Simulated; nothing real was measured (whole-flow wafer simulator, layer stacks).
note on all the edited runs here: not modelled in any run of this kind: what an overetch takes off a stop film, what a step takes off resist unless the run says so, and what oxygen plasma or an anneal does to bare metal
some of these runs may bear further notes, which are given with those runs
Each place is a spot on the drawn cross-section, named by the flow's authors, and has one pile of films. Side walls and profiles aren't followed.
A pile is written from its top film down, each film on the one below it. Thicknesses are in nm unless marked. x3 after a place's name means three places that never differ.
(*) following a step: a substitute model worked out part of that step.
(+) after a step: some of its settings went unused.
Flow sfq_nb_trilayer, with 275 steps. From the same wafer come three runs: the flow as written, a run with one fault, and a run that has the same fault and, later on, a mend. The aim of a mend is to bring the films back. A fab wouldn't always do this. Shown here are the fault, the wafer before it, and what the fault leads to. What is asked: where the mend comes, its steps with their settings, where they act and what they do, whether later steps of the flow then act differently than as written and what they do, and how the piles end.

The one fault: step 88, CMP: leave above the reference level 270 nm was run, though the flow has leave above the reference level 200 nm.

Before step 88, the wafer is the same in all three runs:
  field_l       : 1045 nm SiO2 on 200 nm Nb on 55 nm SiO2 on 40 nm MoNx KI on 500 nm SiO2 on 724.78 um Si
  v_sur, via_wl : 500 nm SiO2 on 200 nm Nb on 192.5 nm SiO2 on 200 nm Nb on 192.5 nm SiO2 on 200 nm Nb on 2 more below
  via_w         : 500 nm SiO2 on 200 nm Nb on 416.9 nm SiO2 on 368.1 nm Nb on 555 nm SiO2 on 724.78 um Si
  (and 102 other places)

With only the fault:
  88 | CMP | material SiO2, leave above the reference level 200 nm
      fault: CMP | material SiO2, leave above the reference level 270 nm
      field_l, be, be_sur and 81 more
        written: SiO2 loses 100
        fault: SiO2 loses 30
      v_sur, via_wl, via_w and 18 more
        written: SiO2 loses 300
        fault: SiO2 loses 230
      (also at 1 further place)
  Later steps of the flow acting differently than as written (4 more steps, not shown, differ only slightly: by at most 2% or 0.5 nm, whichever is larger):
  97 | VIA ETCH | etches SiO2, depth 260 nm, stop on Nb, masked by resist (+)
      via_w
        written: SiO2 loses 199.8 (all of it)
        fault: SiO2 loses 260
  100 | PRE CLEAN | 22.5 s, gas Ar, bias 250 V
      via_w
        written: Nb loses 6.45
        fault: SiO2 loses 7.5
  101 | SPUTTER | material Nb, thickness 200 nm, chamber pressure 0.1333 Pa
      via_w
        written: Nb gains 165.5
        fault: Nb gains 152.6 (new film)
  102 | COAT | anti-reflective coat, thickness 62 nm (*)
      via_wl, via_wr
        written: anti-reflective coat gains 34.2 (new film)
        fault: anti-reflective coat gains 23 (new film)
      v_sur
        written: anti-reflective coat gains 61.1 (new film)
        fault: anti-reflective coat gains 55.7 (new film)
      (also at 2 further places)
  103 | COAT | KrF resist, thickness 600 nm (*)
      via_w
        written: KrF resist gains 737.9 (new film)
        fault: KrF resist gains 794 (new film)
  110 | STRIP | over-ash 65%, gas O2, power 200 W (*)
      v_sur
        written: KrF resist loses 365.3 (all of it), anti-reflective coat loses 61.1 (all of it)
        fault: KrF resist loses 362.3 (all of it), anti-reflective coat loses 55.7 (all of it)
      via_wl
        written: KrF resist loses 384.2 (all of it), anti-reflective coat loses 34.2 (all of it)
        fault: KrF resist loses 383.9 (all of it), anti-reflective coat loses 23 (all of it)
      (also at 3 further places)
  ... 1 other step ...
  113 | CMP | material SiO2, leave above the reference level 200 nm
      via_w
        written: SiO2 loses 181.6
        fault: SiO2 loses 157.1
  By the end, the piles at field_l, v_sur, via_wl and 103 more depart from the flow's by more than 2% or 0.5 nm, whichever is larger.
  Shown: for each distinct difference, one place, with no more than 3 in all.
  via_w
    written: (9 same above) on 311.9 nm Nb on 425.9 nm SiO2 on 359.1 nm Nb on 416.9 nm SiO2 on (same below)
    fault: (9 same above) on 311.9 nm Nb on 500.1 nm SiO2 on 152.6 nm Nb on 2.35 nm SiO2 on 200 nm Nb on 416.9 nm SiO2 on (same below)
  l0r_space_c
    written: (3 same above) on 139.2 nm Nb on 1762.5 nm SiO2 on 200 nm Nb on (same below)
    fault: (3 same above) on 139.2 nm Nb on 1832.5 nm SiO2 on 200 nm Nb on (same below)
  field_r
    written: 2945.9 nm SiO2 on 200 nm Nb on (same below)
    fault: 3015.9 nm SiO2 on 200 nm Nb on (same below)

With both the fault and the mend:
  The mend stands after step 95.
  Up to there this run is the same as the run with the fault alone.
  95a | STRIP | over-ash 65%, gas O2, power 200 W (*)
      field_l, v_sur, via_wl and 102 more
        KrF resist loses 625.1 (all of it), anti-reflective coat loses 62 (all of it)
      via_w
        anti-reflective coat loses 62 (all of it)
  95b | CMP | material SiO2, leave above the reference level 200 nm (the flow's step 88, run once more)
      field_l, v_sur, via_wl and 103 more
        SiO2 loses 70
  95c | COAT | anti-reflective coat, thickness 62 nm (the flow's step 90, run once more)
      field_l, v_sur, via_wl and 103 more
        anti-reflective coat gains 62 (new film)
  95d | COAT | KrF resist, thickness 650 nm (the flow's step 91, run once more)
      field_l, v_sur, via_wl and 103 more
        KrF resist gains 650 (new film)
  95e | SOFTBAKE | KrF resist (the flow's step 92, run once more)
      does not change any film at any place that is followed
  95f | EXPOSE | photomask I2, dose 11.91 mJ/cm2, NA 0.6, wavelength 248 nm (*) (the flow's step 93, run once more)
      does not change any film at any place that is followed
  95g | PEB | KrF resist, 90 s (the flow's step 94, run once more)
      field_l, v_sur, via_wl and 103 more
        KrF resist loses 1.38
  95h | DEVELOP | KrF resist, thickness 650 nm, 60 s (the flow's step 95, run once more)
      field_l, v_sur, via_wl and 102 more
        KrF resist loses 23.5
      via_w
        KrF resist loses 648.6 (all of it)
  None of the later steps of the flow acts differently than as written at any place that is followed.
  By the end, the piles equal the flow's at every place that both follow.
